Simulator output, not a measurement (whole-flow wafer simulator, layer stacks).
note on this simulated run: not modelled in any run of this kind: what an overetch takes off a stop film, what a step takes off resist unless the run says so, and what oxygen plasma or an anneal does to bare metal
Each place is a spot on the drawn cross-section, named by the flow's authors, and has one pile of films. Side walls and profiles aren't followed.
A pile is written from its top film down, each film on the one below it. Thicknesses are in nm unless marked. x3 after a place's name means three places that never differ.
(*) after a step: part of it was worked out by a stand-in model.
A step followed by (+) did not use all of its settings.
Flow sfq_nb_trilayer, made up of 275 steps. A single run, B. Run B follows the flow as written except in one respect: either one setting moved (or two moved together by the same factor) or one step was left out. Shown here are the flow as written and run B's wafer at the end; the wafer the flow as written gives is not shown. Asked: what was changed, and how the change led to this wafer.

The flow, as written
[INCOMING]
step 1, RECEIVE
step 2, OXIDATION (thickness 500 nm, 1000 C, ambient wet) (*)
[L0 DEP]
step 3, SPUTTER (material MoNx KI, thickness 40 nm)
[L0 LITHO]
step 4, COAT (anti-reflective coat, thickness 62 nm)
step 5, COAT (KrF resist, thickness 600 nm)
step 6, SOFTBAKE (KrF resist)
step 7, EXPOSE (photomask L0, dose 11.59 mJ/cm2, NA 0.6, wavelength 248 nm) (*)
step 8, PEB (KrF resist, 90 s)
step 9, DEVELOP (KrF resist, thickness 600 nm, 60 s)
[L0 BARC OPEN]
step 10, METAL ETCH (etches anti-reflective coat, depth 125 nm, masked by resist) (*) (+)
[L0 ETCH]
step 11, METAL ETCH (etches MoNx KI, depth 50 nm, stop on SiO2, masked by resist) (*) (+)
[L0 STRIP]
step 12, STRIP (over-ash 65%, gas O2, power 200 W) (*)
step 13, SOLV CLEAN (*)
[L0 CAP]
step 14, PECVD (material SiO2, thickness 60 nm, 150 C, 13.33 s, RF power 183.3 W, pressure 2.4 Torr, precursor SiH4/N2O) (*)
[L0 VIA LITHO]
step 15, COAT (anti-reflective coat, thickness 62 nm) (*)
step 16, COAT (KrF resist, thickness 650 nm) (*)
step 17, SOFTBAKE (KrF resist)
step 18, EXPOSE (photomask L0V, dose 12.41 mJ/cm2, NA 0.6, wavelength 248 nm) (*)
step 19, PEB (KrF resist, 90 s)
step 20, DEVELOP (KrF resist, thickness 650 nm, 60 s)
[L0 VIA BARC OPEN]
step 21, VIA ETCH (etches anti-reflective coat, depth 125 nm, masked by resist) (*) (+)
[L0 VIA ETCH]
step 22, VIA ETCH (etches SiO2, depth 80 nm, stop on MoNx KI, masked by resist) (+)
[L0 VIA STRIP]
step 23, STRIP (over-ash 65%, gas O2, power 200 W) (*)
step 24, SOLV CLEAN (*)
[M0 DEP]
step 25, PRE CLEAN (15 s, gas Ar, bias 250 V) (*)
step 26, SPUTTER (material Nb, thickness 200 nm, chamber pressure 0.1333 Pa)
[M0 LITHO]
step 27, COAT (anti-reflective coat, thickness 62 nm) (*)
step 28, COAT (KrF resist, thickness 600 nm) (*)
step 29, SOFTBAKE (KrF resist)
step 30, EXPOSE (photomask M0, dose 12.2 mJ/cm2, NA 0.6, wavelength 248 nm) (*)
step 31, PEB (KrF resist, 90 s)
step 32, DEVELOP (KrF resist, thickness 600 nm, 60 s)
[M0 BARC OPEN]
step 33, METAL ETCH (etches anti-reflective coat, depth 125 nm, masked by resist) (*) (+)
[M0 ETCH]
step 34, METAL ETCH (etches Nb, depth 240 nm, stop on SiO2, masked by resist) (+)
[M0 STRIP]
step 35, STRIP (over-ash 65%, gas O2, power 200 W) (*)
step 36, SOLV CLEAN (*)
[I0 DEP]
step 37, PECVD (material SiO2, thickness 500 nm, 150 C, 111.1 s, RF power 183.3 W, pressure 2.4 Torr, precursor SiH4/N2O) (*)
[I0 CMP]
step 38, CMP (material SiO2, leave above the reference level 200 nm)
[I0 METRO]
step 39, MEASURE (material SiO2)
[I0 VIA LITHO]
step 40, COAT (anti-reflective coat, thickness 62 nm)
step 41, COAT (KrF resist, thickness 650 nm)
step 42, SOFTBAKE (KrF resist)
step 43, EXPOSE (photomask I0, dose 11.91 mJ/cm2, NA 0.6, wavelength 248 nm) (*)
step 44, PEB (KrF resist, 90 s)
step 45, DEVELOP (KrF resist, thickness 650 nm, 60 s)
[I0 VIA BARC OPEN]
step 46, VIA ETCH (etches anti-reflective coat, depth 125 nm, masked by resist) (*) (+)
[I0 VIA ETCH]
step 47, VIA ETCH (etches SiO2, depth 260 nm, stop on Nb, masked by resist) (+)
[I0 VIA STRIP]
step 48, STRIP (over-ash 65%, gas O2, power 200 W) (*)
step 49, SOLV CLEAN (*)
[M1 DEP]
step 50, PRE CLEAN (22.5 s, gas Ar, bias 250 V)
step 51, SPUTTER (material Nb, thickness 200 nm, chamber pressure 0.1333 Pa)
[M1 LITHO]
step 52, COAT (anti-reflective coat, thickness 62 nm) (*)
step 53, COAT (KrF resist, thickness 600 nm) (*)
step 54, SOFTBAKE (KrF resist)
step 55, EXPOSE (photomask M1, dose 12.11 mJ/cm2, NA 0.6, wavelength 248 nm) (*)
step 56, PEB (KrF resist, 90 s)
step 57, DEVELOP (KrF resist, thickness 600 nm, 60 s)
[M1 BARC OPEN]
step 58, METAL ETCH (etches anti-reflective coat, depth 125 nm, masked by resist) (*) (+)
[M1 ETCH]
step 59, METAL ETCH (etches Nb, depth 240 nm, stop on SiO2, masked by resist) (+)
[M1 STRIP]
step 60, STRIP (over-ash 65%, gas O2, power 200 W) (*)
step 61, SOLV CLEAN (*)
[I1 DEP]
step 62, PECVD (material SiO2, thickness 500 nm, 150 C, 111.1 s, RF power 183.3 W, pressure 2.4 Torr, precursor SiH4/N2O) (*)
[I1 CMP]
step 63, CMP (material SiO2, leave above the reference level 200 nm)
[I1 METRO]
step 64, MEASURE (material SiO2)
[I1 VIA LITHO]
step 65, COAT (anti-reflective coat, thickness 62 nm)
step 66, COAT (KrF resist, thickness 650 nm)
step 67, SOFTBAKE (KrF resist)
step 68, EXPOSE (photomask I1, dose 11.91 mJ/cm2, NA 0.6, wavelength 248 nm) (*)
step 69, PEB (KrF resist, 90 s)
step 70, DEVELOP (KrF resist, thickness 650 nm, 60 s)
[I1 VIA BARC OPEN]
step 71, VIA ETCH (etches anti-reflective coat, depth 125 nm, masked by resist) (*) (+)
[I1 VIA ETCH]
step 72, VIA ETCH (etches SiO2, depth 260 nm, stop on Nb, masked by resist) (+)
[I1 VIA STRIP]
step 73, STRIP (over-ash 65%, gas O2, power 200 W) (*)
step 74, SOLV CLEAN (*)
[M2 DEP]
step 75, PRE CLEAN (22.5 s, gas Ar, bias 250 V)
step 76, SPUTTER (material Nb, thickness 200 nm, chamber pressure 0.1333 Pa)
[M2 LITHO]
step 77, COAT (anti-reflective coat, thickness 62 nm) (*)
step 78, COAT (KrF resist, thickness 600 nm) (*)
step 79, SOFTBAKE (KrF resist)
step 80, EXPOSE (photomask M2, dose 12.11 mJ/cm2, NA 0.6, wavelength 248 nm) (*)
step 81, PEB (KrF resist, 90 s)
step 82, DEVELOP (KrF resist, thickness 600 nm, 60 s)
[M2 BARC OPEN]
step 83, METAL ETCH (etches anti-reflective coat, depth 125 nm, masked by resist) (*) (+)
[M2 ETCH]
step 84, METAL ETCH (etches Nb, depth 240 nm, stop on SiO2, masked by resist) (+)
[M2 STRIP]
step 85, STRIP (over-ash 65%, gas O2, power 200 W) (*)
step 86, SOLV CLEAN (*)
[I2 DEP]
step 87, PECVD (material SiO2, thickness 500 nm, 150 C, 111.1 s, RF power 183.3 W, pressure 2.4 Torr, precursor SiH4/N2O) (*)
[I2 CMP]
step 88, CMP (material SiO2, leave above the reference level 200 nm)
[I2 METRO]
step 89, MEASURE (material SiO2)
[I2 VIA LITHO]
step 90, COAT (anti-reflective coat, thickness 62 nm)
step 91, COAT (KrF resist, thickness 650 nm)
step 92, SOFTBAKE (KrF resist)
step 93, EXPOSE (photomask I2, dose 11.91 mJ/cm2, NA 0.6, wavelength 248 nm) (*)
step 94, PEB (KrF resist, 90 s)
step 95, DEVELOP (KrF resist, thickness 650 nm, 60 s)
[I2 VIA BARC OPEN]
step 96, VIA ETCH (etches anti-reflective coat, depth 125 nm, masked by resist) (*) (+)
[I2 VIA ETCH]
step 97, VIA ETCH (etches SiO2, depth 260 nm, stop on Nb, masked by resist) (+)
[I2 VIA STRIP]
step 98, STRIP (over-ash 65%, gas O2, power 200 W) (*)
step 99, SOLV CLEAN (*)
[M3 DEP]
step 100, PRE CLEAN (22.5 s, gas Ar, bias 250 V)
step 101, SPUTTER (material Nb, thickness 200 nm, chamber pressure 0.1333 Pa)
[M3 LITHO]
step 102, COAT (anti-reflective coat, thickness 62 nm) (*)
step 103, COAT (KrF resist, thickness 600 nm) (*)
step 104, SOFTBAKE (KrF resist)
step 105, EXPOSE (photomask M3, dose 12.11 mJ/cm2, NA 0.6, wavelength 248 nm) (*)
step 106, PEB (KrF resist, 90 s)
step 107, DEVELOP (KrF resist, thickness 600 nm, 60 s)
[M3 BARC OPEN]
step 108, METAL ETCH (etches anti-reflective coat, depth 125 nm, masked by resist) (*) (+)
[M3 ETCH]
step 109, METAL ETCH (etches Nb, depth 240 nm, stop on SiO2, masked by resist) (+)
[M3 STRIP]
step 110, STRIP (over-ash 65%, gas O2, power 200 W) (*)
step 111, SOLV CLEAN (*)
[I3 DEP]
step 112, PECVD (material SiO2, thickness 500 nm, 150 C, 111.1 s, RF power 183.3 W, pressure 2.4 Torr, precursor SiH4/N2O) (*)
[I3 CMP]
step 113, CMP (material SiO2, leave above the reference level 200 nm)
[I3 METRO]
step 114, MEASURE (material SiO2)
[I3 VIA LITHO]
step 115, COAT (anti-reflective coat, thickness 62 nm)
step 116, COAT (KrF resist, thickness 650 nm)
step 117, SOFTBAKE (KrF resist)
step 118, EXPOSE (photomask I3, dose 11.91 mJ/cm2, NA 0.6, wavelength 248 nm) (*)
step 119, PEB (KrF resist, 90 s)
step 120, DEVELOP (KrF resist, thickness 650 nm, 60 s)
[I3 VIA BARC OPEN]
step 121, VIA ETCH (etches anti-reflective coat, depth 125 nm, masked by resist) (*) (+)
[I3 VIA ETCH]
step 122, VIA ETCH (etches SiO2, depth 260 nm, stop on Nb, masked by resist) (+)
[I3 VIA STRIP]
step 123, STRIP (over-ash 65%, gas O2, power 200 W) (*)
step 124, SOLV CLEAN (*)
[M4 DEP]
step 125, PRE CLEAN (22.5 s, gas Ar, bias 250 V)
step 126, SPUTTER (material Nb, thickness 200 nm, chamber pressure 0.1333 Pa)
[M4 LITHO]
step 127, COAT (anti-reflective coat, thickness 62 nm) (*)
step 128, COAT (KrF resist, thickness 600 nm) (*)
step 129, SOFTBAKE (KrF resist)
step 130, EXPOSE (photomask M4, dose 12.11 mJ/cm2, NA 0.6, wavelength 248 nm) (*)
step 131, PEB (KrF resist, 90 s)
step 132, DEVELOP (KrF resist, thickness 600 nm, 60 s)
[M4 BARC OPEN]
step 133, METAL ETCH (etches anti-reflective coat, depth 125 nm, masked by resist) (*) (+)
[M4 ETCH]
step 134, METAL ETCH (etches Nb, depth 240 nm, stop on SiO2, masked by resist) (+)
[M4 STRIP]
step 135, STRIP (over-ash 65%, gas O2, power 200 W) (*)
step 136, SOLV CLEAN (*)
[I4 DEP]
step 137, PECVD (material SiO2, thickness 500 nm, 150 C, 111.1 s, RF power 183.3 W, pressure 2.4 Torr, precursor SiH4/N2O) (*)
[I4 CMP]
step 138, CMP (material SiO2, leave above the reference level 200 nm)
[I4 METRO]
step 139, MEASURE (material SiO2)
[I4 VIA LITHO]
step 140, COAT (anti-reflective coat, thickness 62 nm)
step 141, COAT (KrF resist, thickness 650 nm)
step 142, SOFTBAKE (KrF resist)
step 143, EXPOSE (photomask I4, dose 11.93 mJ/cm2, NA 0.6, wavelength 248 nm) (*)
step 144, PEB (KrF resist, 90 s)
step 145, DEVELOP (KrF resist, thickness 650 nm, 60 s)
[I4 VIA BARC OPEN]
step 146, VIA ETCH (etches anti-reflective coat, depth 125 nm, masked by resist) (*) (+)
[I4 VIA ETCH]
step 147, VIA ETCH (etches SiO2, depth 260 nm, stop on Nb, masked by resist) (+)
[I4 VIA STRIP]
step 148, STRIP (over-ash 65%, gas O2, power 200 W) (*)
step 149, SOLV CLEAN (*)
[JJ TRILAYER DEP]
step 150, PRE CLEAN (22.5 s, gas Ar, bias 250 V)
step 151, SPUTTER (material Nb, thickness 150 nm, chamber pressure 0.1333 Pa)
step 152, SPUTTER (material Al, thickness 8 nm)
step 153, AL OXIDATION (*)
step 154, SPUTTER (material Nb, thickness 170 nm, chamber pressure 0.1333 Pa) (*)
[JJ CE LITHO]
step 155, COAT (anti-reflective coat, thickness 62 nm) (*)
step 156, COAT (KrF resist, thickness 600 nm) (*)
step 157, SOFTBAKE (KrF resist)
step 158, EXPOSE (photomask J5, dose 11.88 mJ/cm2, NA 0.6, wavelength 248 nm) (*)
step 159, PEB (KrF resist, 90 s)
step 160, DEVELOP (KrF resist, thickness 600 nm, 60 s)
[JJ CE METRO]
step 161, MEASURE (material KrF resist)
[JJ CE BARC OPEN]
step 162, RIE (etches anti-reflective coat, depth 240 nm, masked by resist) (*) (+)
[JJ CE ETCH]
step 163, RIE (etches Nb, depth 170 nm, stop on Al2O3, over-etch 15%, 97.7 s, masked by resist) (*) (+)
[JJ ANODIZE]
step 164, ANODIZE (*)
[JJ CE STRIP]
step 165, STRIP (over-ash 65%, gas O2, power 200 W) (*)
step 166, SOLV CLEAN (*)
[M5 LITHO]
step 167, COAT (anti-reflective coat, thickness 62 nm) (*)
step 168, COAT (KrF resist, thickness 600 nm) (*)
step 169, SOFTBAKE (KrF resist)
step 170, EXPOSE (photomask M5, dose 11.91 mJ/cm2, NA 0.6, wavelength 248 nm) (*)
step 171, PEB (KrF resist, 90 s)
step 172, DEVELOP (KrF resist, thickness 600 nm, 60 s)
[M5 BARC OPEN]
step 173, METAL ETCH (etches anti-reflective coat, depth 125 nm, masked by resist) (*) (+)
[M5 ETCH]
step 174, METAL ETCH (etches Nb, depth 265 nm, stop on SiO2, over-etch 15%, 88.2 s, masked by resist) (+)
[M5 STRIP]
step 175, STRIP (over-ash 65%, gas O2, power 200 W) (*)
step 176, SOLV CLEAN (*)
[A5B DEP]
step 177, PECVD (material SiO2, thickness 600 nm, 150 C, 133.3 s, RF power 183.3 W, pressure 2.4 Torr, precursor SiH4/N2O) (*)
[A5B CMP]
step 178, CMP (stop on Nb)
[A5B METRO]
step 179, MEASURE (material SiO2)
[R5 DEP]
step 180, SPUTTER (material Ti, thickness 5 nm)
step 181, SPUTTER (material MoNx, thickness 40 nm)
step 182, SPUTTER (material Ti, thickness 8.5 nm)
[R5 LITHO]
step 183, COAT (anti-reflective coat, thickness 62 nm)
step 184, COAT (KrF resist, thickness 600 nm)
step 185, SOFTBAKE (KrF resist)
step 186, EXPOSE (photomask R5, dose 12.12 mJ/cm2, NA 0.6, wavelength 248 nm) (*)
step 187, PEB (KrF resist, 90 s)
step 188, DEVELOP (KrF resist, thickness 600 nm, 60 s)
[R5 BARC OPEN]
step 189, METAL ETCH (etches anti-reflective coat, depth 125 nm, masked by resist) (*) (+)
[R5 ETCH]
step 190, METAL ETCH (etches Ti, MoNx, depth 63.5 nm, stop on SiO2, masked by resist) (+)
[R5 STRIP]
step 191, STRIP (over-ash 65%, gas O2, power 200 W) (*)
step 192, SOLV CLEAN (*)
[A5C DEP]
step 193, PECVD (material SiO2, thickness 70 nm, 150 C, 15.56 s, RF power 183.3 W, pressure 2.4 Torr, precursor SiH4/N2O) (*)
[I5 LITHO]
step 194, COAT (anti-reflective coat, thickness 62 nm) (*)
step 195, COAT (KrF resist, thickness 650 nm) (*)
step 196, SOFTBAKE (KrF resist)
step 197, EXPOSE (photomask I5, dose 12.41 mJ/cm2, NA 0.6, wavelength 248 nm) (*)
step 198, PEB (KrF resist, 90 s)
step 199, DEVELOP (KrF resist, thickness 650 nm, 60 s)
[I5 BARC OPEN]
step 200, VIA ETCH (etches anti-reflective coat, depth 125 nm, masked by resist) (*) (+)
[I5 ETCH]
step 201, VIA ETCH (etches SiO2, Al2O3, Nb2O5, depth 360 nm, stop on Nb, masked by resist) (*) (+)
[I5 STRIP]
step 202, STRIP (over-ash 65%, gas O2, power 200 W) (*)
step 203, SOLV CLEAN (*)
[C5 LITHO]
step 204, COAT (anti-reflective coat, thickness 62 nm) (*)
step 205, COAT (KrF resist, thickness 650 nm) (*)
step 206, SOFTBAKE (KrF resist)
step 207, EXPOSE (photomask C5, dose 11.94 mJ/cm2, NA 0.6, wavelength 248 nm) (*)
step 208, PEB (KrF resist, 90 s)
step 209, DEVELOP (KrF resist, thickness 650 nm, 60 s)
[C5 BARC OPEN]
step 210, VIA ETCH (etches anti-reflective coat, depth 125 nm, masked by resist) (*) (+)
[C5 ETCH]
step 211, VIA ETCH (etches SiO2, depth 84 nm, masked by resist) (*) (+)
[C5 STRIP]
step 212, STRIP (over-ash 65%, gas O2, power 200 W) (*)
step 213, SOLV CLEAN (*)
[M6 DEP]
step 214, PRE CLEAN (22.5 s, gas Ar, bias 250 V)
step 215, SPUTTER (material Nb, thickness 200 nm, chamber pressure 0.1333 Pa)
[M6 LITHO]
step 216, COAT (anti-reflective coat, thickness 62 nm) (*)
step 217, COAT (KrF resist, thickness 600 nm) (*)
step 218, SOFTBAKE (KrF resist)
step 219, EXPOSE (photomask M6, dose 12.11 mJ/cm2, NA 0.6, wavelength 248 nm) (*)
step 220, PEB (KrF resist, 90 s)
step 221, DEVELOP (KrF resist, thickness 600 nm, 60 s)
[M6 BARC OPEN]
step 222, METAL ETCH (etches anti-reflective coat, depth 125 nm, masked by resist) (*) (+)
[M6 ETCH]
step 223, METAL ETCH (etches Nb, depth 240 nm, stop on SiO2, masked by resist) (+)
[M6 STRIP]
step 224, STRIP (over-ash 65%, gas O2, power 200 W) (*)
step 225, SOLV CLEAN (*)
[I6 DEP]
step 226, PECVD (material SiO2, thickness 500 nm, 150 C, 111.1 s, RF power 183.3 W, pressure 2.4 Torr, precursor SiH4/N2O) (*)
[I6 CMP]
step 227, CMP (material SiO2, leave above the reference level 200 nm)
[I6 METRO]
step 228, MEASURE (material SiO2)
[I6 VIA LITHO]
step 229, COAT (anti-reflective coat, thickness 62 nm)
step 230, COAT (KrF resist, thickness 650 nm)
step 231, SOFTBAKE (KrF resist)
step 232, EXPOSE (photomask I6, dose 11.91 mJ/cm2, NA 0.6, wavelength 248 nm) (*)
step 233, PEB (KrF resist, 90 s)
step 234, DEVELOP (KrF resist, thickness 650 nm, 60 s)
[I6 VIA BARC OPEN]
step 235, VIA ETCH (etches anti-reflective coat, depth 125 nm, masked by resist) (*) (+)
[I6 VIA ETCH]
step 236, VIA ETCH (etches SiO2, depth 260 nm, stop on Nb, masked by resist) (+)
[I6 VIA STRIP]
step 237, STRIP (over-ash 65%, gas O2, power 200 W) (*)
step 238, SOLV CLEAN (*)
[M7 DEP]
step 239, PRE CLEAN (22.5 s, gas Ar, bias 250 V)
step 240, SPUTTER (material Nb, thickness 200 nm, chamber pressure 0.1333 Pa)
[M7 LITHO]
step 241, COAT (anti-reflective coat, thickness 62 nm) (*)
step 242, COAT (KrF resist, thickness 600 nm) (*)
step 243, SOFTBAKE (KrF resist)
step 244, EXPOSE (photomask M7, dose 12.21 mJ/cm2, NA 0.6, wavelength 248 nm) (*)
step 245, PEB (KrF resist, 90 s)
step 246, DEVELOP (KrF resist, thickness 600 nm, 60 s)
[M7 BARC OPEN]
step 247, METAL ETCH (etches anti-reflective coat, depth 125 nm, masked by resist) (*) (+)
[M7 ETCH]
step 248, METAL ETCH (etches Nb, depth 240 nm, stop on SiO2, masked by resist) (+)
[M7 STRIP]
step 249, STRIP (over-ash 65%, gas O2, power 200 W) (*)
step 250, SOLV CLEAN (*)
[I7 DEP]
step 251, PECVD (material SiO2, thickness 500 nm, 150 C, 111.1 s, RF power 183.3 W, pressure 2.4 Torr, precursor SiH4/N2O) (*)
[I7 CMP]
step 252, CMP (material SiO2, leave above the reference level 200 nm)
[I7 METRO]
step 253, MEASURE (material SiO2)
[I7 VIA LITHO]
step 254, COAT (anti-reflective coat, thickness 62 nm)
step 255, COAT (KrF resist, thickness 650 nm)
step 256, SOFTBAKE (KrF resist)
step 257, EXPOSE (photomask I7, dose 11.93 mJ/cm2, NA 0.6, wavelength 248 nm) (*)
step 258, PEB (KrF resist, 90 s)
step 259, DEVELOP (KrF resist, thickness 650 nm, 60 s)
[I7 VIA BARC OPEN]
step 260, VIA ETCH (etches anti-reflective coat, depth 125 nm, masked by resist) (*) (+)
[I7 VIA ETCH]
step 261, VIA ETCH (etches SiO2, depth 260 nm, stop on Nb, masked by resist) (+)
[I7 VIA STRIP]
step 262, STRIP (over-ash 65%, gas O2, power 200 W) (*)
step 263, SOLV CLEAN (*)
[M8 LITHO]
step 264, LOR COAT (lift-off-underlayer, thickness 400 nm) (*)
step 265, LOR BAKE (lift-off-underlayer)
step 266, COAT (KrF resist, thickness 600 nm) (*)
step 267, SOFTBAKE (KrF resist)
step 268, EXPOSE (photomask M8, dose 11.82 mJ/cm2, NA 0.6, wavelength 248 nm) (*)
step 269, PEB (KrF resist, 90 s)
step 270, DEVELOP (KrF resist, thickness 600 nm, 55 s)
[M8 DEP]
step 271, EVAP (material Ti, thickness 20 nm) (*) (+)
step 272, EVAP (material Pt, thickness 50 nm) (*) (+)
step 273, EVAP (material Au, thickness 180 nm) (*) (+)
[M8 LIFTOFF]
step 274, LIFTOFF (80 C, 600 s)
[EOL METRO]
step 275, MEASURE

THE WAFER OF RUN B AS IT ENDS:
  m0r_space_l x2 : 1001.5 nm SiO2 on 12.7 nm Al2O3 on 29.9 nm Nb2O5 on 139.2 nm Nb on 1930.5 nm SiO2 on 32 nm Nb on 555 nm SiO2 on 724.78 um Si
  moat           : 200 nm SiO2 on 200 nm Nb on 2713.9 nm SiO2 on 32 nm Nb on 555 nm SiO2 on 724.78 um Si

The reason: step 34, METAL ETCH: depth 168 nm was run, though the flow has depth 240 nm.

How this came from the change, step by step:
  step 34, METAL ETCH (etches Nb, depth 240 nm, stop on SiO2, masked by resist) (+)
      moat, m0r_space_l x2: -168 Nb (as written it would have been: -200 Nb (all of it))
      field_l, v_sur, via_wl and 100 more: -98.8 KrF resist (as written it would have been: -141.2 KrF resist)
  step 35, STRIP (over-ash 65%, gas O2, power 200 W) (*)
      p4_fl x3, p4_w1 x9, p4_g1 x2 and 57 more: -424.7 KrF resist (all of it), -62 anti-reflective coat (all of it) (as written it would have been: -382.4 KrF resist (all of it), -62 anti-reflective coat (all of it))
      c5j, ce_r, sp_r, be_r, r_sur, res: -431.4 KrF resist (all of it), -63.6 anti-reflective coat (all of it) (as written it would have been: -389 KrF resist (all of it), -63.6 anti-reflective coat (all of it))
      (as well as at 26 more places)
  step 37, PECVD (material SiO2, thickness 500 nm, 150 C, 111.1 s, RF power 183.3 W, pressure 2.4 Torr, precursor SiH4/N2O) (*)
      moat, m0r_space_l x2: +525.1 SiO2 (new film) (as written it would have been: +557.1 SiO2)
If metal films that touch count as one body, m0r_space_l x2 has 2 bodies (between them, from the top down: SiO2 1930.5); the flow as written gives 1 body.
If metal films that touch count as one body, moat has 2 bodies (between them, from the top down: SiO2 2713.9); the flow as written gives 1 body.
